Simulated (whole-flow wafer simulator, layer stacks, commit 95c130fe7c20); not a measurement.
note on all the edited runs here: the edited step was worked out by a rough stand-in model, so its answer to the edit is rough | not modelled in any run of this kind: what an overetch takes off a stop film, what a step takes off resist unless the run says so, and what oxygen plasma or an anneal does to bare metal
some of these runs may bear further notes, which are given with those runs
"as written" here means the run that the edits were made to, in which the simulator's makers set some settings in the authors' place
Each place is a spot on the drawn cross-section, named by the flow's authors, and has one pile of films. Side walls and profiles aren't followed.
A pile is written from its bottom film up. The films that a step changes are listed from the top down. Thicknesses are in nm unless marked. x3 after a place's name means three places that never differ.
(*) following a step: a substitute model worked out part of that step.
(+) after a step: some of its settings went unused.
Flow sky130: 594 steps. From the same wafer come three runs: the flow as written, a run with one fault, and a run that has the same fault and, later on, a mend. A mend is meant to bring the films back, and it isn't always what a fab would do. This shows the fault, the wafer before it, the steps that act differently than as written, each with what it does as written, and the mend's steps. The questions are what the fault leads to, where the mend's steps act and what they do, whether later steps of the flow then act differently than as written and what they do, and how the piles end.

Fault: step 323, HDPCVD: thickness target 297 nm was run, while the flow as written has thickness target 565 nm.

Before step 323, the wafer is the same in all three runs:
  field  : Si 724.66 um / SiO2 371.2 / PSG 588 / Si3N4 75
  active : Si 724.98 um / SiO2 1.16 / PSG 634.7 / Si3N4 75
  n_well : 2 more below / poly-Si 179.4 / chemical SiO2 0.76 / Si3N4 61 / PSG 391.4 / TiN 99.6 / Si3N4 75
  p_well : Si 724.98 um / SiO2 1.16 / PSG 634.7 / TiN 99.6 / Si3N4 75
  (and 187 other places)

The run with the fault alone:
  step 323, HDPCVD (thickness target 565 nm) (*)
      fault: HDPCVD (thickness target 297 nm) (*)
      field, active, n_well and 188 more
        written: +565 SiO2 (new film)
        fault: +297 SiO2 (new film)
  Steps later in the flow that act otherwise than as written (29 other steps are not shown; they differ only slightly, by no more than 2% or 0.5 nm, whichever is larger):
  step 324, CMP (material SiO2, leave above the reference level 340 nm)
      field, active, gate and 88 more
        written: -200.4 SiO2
        fault: nothing
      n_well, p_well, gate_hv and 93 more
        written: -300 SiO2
        fault: -32 SiO2
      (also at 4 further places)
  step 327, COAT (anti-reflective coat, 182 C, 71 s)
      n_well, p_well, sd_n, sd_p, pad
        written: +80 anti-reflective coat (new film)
        fault: +12.7 anti-reflective coat (new film)
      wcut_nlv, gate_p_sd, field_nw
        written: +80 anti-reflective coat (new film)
        fault: +81.7 anti-reflective coat (new film)
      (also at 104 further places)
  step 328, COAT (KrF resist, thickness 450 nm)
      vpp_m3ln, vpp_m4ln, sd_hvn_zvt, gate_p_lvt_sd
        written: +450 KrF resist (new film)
        fault: +459.7 KrF resist (new film)
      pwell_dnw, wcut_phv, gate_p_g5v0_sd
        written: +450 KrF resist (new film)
        fault: +434.7 KrF resist (new film)
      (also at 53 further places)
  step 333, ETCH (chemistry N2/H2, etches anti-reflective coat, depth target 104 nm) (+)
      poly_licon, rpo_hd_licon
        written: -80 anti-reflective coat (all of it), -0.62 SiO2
        fault: -25.3 anti-reflective coat (all of it), -2.02 SiO2
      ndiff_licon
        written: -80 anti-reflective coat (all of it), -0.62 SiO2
        fault: -58.7 anti-reflective coat (all of it), -1.16 SiO2
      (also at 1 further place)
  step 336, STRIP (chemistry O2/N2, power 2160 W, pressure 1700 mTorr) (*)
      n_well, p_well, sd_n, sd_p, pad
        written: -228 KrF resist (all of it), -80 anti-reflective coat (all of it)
        fault: -231.2 KrF resist (all of it), -12.7 anti-reflective coat (all of it)
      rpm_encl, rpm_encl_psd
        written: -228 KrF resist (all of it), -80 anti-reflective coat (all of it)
        fault: -217.5 KrF resist (all of it), -96.5 anti-reflective coat (all of it)
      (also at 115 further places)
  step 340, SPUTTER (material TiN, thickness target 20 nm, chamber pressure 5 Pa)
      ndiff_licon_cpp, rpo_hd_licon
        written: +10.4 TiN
        fault: +11.5 TiN
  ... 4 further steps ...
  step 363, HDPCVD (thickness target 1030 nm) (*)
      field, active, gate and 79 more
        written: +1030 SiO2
        fault: +1030 SiO2 (new film)
  At field, active, gate and 90 more, the piles at the end differ from the flow's by more than 2% or 0.5 nm, whichever is larger.
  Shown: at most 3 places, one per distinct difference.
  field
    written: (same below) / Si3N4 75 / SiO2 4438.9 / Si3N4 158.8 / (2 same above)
    fault: (same below) / Si3N4 75 / SiO2 297 / TiN 20 / W 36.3 / SiO2 4085.6 / Si3N4 158.8 / (2 same above)
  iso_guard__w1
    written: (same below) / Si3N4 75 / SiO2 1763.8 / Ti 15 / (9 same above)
    fault: (same below) / Si3N4 75 / SiO2 297 / TiN 20 / W 36.3 / SiO2 1410.5 / Ti 15 / (9 same above)
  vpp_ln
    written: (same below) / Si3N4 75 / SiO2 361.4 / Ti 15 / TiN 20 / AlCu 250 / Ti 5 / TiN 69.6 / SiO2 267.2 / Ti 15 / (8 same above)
    fault: (same below) / Si3N4 75 / SiO2 297 / TiN 20 / W 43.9 / Ti 15 / TiN 20 / AlCu 250 / Ti 5 / TiN 69.6 / SiO2 267.8 / Ti 15 / (8 same above)

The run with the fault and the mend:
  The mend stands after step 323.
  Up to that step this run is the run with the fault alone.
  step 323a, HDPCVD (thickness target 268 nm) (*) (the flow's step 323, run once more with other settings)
      field, active, n_well and 188 more
        +268 SiO2
  Every later step of the flow that is run acts as written at every place that is followed.
  The piles end the same as the flow's at every place that both follow.
